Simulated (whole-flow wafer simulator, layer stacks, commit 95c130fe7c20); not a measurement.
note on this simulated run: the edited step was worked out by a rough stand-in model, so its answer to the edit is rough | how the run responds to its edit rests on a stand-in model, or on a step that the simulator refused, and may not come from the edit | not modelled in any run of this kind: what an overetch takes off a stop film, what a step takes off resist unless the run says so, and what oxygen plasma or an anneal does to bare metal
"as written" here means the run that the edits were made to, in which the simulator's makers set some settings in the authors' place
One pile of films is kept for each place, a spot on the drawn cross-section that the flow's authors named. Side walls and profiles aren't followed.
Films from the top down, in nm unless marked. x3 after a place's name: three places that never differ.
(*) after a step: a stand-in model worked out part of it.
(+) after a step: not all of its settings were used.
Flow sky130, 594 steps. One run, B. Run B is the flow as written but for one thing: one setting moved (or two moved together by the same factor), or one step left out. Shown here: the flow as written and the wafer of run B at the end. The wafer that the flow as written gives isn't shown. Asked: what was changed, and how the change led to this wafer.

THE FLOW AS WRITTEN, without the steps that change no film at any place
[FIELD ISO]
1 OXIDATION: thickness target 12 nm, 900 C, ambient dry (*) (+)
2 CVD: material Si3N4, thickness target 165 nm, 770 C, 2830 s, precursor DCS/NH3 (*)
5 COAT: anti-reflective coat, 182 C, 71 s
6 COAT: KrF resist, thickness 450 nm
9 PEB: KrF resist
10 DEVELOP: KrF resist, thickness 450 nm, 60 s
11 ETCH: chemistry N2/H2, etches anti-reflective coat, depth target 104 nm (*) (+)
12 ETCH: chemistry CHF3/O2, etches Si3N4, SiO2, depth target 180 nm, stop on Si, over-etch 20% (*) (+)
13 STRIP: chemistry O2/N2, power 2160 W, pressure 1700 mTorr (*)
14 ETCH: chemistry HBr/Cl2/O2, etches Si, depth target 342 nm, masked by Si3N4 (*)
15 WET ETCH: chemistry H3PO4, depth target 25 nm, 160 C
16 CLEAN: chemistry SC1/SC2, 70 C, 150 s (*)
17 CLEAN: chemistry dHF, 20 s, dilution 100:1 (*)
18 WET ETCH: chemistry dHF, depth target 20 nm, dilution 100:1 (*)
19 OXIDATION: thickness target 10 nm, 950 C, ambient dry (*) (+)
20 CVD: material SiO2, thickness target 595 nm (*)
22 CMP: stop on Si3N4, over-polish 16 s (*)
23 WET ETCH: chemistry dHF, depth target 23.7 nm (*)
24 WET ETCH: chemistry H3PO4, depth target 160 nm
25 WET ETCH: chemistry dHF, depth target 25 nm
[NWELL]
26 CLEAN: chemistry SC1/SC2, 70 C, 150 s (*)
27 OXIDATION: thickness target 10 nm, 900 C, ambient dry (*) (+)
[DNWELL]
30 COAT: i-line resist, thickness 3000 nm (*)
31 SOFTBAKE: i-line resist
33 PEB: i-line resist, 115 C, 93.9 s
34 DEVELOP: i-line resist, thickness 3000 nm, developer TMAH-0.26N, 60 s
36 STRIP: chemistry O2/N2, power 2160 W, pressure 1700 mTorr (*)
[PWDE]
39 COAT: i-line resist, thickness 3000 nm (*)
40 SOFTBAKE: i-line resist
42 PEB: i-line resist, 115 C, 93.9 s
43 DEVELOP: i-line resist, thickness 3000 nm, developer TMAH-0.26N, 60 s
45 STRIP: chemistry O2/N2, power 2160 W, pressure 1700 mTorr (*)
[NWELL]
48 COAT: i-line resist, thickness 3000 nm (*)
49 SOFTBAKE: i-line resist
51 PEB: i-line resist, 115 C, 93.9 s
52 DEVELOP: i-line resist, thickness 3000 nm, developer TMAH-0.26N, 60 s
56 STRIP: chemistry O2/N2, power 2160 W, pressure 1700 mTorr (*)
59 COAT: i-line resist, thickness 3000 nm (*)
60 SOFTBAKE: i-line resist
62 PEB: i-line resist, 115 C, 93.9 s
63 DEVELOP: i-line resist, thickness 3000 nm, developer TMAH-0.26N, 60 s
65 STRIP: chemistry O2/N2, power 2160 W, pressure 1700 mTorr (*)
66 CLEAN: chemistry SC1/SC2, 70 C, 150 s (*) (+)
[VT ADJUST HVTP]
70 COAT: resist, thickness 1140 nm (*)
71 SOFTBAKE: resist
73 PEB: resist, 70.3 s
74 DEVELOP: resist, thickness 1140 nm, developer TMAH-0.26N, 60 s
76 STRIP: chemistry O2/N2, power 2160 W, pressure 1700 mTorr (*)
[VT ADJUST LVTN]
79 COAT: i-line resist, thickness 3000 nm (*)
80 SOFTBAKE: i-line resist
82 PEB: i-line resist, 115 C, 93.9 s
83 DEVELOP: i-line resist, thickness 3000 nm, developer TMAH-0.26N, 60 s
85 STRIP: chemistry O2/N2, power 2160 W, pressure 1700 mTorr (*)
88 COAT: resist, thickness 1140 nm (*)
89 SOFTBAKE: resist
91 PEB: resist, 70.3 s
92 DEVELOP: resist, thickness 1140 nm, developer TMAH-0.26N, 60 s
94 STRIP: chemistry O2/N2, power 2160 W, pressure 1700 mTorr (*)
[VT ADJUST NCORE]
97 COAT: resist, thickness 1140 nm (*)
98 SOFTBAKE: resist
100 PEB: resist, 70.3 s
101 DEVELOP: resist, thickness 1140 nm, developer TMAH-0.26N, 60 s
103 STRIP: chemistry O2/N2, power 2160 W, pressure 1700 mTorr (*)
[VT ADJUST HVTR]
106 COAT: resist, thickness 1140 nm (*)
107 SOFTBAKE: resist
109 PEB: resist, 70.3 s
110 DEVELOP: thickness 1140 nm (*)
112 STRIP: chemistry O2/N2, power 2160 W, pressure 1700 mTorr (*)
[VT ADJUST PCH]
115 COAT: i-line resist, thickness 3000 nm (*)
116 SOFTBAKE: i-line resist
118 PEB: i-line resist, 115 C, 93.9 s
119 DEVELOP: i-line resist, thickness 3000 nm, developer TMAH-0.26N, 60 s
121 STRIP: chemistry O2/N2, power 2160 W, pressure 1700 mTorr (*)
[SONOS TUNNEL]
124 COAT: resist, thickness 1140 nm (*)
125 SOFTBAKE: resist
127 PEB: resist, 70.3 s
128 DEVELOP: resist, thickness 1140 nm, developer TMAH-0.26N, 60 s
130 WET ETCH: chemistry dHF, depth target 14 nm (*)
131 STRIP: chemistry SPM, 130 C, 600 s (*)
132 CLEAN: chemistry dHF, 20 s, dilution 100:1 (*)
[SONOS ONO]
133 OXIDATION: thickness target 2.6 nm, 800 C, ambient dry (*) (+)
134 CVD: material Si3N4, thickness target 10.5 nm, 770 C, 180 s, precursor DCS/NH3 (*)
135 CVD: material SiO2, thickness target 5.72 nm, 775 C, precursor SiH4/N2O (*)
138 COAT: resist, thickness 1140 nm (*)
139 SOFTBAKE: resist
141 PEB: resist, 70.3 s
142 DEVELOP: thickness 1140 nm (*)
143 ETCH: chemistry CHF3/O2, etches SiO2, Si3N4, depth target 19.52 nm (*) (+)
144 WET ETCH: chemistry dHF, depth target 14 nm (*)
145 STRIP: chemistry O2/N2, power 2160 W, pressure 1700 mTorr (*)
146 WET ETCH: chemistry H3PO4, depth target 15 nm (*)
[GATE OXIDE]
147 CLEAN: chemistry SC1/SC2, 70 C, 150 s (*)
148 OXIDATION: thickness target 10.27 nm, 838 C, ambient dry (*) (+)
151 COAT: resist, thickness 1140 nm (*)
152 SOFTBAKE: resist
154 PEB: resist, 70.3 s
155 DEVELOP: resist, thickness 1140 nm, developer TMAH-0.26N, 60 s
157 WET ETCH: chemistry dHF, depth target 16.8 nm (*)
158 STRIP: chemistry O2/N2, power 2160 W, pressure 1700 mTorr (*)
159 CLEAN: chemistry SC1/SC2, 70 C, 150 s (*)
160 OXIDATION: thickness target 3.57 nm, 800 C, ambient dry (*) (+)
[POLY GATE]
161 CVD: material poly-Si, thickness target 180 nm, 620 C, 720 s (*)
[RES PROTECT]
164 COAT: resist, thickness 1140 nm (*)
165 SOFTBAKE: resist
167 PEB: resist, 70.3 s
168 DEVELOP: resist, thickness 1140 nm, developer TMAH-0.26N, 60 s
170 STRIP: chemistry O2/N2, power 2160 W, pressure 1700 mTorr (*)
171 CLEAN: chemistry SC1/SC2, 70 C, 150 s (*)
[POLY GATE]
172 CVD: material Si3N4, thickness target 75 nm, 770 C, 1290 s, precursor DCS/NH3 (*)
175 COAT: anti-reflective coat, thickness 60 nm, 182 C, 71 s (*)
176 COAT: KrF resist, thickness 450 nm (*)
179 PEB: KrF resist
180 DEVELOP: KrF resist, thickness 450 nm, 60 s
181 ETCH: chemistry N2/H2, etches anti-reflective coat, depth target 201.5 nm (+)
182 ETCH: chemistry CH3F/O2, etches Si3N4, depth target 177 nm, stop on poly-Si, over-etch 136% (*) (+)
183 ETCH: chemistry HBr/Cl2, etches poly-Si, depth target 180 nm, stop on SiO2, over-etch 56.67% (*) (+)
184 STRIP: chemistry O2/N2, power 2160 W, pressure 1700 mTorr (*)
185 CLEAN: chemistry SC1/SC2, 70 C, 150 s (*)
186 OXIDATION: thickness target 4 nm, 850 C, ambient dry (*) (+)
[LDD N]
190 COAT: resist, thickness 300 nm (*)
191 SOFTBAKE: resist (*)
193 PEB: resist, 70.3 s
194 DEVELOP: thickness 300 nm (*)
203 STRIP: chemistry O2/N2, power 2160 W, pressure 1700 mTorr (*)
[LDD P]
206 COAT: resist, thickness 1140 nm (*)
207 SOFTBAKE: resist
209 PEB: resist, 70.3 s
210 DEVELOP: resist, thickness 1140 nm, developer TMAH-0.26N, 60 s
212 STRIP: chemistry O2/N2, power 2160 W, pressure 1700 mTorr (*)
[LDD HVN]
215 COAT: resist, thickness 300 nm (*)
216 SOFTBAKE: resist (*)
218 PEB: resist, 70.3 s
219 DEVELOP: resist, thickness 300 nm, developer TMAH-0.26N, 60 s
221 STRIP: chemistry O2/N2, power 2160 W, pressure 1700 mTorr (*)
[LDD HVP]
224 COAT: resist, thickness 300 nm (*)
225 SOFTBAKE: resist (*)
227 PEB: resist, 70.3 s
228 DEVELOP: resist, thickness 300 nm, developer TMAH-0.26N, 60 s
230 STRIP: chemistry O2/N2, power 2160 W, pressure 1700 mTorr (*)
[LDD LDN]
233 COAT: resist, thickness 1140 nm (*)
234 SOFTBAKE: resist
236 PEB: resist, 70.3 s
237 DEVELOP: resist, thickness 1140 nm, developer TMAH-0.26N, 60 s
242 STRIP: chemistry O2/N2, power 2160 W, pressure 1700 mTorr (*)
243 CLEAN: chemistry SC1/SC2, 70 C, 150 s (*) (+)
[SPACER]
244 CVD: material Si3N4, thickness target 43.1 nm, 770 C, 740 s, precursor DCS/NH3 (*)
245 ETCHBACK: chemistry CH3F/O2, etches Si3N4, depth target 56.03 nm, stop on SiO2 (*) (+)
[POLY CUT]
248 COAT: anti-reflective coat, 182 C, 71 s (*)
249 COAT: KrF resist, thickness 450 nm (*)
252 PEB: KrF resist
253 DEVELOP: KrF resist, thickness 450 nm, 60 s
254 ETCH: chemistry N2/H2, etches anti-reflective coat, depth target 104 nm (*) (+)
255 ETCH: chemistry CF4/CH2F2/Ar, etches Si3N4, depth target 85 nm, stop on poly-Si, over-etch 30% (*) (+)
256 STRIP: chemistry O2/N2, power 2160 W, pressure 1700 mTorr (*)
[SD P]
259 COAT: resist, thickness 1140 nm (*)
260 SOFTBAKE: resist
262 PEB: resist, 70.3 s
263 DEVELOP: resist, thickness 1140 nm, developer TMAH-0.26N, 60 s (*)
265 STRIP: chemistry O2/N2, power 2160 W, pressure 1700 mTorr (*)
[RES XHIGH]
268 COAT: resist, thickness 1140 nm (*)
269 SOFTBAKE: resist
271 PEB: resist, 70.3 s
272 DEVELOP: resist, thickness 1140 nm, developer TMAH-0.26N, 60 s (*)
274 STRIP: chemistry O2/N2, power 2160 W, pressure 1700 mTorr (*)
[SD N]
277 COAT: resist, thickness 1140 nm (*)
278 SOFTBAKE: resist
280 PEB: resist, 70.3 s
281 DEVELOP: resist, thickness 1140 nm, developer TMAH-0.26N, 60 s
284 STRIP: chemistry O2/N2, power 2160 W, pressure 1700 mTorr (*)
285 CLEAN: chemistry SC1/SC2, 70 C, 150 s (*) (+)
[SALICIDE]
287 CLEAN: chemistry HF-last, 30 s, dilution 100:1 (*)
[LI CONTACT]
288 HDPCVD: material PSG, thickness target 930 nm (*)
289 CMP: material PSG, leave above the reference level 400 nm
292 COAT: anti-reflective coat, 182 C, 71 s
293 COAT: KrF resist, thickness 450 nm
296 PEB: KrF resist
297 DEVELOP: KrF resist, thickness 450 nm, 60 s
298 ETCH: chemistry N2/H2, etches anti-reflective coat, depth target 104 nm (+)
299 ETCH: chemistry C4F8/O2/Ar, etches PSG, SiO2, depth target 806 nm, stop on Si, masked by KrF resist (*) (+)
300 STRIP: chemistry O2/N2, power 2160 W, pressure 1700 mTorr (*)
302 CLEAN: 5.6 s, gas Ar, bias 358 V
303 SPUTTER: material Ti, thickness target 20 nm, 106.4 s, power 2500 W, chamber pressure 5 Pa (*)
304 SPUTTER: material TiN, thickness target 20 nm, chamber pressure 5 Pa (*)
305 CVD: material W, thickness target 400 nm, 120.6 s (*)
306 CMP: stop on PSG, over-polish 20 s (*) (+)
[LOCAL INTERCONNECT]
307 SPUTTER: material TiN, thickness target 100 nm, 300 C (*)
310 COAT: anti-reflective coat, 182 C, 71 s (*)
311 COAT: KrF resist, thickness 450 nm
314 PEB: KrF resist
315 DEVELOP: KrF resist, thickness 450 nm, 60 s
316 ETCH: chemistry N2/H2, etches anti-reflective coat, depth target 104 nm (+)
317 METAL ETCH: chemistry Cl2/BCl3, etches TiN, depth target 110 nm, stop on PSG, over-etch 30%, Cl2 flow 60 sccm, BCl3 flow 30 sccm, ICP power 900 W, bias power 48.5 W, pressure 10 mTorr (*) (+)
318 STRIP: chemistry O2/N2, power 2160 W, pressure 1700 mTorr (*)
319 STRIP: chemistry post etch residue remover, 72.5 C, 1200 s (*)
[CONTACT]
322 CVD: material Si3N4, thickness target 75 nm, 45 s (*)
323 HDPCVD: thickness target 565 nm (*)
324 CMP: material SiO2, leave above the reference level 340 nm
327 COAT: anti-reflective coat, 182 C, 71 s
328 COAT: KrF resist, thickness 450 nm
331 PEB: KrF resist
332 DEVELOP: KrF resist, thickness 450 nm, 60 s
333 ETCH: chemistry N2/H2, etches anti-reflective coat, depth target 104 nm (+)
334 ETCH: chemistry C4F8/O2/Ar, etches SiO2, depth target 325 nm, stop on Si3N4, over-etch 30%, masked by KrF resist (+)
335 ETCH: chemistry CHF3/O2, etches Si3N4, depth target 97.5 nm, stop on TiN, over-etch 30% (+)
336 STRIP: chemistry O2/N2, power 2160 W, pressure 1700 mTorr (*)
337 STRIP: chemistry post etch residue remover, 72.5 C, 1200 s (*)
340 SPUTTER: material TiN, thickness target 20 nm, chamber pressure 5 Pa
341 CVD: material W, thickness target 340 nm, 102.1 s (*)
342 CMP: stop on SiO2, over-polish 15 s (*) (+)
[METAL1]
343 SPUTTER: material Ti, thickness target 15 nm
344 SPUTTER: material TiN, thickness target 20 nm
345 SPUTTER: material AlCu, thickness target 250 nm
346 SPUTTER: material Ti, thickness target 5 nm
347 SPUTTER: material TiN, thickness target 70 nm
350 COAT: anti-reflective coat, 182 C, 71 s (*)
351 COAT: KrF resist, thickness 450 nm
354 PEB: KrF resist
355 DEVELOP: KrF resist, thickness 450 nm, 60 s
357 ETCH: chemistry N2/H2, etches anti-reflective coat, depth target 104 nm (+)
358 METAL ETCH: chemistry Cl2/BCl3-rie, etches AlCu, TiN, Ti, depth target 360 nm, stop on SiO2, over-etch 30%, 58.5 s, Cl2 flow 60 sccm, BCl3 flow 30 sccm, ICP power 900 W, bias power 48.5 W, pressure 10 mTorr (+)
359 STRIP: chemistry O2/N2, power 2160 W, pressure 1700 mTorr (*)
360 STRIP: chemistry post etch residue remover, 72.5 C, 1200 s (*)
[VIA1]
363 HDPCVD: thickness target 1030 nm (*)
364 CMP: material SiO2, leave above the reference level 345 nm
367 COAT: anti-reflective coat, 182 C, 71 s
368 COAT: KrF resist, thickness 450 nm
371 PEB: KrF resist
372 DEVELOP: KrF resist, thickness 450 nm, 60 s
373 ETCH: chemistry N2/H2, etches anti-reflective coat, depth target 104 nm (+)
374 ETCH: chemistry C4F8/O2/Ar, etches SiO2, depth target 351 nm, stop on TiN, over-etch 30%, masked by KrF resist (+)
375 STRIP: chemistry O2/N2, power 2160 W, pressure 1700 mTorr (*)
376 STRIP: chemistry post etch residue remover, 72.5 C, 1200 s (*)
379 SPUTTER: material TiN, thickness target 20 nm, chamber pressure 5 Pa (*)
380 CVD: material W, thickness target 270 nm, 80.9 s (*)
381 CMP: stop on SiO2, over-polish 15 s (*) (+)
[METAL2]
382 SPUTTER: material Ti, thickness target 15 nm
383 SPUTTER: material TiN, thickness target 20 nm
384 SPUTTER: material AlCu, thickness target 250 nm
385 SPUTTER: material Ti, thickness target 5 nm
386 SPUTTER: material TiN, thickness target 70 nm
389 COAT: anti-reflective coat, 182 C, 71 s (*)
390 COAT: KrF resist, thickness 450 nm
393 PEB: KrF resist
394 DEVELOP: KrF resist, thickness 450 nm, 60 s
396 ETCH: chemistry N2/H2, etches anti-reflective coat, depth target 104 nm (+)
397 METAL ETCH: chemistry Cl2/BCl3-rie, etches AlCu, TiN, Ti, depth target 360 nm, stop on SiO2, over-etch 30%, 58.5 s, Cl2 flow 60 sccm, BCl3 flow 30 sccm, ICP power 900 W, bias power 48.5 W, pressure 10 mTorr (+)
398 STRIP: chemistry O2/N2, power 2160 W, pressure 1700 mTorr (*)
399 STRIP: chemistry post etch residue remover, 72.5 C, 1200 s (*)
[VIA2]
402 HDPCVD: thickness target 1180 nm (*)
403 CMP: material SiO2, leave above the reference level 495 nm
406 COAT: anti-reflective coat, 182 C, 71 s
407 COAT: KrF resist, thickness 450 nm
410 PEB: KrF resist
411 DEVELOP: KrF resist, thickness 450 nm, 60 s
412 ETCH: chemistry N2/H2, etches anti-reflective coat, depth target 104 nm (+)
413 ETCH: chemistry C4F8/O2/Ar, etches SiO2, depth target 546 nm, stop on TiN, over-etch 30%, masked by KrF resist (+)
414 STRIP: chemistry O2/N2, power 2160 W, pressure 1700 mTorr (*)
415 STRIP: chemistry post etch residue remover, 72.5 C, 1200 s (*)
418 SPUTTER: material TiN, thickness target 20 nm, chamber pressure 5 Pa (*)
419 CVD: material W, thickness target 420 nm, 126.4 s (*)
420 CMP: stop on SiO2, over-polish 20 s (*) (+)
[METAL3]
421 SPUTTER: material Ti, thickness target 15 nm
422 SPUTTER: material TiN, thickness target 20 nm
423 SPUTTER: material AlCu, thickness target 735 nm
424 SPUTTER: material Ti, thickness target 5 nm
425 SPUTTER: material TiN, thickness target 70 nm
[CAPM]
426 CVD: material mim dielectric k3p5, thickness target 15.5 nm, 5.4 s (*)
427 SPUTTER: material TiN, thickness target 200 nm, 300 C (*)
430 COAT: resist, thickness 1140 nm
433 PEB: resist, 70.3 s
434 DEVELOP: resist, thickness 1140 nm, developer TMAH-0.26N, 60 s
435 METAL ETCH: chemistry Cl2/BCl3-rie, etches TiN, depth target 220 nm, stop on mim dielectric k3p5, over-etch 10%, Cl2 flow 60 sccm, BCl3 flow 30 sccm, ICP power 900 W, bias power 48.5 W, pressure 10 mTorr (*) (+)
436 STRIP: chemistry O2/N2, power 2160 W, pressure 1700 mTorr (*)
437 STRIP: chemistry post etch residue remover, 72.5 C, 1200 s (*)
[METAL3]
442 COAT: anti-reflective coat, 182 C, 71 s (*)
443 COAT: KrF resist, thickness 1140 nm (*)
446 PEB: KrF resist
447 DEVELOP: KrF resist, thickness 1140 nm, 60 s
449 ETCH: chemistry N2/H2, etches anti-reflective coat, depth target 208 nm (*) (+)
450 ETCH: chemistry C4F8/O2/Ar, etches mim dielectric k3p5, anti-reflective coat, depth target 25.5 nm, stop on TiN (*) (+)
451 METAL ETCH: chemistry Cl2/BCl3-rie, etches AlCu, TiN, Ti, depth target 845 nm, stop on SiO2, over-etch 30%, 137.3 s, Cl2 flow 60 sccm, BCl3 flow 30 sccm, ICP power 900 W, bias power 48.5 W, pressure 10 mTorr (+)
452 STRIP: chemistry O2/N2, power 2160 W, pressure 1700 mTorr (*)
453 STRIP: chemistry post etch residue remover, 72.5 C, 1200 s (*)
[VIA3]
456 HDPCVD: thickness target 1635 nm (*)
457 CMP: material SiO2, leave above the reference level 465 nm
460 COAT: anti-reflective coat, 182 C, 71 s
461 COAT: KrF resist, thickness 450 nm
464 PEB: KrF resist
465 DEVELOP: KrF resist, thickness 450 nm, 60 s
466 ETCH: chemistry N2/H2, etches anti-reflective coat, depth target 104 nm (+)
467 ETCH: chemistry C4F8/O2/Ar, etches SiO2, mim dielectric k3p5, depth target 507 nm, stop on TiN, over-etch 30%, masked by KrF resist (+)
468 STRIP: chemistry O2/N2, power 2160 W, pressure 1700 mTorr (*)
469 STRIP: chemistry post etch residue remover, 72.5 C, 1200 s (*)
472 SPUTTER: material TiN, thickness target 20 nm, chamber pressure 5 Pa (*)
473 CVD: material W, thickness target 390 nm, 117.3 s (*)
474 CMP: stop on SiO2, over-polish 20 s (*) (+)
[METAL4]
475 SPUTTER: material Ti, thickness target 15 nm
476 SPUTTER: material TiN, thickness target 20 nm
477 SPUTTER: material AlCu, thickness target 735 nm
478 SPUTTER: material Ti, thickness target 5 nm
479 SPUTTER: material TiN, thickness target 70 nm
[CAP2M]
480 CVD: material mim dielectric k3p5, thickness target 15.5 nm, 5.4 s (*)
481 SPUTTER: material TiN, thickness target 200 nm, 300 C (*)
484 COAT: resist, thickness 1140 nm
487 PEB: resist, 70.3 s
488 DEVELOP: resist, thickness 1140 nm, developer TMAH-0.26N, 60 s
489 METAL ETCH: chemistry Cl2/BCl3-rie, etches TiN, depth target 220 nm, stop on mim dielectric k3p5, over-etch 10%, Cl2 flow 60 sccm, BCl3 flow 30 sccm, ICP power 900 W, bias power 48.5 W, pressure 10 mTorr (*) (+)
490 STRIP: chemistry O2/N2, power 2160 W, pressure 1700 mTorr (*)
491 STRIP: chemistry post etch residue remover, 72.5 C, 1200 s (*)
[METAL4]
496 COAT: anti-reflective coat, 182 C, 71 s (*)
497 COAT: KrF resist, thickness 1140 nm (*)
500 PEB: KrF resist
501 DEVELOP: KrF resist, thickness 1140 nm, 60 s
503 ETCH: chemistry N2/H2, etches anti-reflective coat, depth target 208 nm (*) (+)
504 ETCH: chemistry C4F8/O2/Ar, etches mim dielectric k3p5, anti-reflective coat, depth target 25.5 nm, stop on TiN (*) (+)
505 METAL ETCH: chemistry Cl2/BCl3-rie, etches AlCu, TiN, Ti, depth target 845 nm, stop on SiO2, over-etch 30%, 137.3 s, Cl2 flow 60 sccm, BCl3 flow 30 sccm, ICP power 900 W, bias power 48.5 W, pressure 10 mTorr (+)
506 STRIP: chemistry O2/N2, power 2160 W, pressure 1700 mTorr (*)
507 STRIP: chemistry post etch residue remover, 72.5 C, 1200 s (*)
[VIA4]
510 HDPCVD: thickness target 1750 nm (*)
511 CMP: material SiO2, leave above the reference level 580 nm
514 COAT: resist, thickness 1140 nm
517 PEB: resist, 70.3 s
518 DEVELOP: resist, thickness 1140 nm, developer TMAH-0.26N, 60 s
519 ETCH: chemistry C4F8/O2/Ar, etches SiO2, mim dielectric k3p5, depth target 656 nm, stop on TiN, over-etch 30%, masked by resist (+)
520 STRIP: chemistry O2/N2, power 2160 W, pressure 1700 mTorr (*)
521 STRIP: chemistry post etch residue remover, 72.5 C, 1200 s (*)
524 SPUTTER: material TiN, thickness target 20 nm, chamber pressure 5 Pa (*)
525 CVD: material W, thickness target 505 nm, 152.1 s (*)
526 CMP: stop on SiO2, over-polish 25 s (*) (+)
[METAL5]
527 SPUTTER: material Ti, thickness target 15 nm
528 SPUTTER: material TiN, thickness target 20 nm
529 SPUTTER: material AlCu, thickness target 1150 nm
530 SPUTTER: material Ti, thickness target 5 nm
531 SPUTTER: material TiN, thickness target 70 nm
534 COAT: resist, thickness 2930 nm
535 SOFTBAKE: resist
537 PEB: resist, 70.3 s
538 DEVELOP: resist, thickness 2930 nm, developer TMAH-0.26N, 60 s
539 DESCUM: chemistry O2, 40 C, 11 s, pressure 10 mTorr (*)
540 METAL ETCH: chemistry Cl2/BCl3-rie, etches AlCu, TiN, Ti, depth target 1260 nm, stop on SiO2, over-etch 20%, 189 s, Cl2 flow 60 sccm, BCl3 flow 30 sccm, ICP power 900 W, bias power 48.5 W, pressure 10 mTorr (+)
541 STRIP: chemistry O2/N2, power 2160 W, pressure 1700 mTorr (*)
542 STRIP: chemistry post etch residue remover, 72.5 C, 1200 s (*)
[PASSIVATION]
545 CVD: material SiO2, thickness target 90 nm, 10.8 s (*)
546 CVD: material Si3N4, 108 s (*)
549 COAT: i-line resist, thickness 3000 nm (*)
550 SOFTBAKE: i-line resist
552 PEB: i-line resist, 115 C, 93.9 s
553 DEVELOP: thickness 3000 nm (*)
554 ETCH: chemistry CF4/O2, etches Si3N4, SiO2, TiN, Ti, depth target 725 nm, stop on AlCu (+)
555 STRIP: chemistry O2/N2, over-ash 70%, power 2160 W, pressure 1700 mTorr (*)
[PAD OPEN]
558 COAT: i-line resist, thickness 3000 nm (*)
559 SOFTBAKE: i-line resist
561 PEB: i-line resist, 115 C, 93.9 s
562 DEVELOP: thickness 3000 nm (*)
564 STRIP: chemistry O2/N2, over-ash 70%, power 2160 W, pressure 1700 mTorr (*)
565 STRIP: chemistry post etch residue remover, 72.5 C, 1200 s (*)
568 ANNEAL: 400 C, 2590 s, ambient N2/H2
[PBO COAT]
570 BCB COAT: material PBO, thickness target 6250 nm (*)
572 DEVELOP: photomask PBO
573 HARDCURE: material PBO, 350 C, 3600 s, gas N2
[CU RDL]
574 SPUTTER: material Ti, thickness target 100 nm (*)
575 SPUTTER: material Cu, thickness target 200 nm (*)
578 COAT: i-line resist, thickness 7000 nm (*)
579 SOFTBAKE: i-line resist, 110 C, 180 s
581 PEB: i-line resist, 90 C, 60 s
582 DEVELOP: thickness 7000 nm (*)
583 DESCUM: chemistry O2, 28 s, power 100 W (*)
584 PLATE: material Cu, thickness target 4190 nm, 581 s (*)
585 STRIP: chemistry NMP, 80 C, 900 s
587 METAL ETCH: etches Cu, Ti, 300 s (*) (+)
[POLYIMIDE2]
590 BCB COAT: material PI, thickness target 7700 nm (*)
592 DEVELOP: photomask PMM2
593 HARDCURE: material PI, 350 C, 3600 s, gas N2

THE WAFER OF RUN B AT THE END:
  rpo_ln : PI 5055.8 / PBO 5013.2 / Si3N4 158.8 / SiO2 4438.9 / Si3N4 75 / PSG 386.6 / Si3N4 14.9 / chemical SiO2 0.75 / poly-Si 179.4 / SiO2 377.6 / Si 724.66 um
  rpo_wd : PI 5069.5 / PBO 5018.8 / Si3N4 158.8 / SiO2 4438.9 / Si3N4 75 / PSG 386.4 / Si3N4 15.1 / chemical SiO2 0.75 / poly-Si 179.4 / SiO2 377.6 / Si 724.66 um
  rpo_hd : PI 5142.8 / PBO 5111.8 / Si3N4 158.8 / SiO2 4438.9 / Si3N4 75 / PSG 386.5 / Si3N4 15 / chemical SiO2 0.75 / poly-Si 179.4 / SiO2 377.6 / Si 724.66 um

The cause: step 255, ETCH: depth target 45.9 nm was run, where the flow has depth target 85 nm.

How the change led to this, step by step:
  255 ETCH: chemistry CF4/CH2F2/Ar, etches Si3N4, depth target 85 nm, stop on poly-Si, over-etch 30% (*) (+)
      rpo_wd, rxpo_wd: Si3N4 -45.9 (as written it would be: Si3N4 -61.6 (all of it), chemical SiO2 -0.75 (all of it))
      poly_licon: Si3N4 -45.9 (as written it would be: Si3N4 -61.9 (all of it), chemical SiO2 -0.76 (all of it))
      (and at 187 more places)
  256 STRIP: chemistry O2/N2, power 2160 W, pressure 1700 mTorr (*)
      poly_licon, rpo_ln, rpo_wd, rpo_hd, rpo_hd_licon, rxpo_ln, rxpo_wd: nothing (as written it would be: chemical SiO2 +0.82 (new film), poly-Si -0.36)
      dice_street, dep_dnw_sti, iso_dnw_wall, grade_field_poly, de16_nwb_sti: KrF resist -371 (all of it), anti-reflective coat -80 (all of it) (as written it would be: KrF resist -353.2 (all of it), anti-reflective coat -80 (all of it))
      (and at 178 more places)
  260 SOFTBAKE: resist
      mim: resist +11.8 (as written it would be: resist +10.8)
      rpo_wd: resist -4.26 (as written it would be: resist -3.34)
      (and at 9 more places)
  269 SOFTBAKE: resist
      mim: resist +11.8 (as written it would be: resist +10.8)
      rpo_wd: resist -4.26 (as written it would be: resist -3.35)
      (and at 9 more places)
  278 SOFTBAKE: resist
      mim: resist +11.8 (as written it would be: resist +10.8)
      rpo_wd: resist -4.26 (as written it would be: resist -3.35)
      (and at 9 more places)
  287 CLEAN: chemistry HF-last, 30 s, dilution 100:1 (*)
      rpo_ln, rpo_wd, rpo_hd, rpo_hd_licon, rxpo_ln, rxpo_wd: Si3N4 -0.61 (as written it would be: chemical SiO2 -0.77 (all of it))
      poly_licon: Si3N4 -0.61 (as written it would be: chemical SiO2 -0.76 (all of it))
  289 CMP: material PSG, leave above the reference level 400 nm
      rpo_wd, rpo_hd, rxpo_wd: PSG -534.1 (as written it would be: PSG -517.7)
      poly_licon, rpo_hd_licon: PSG -534.4 (as written it would be: PSG -517.7)
      (and at 2 more places)
  299 ETCH: chemistry C4F8/O2/Ar, etches PSG, SiO2, depth target 806 nm, stop on Si, masked by KrF resist (*) (+)
      poly_licon: PSG -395 (all of it), Si3N4 -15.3 (all of it), chemical SiO2 -0.76 (all of it) (as written it would be: PSG -411.7 (all of it))
      rpo_hd_licon: PSG -395 (all of it), Si3N4 -15.3 (all of it), chemical SiO2 -0.75 (all of it) (as written it would be: PSG -411.7 (all of it))
  306 CMP: stop on PSG, over-polish 20 s (*) (+)
      poly_licon: W -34 (as written it would be: W -33.3)
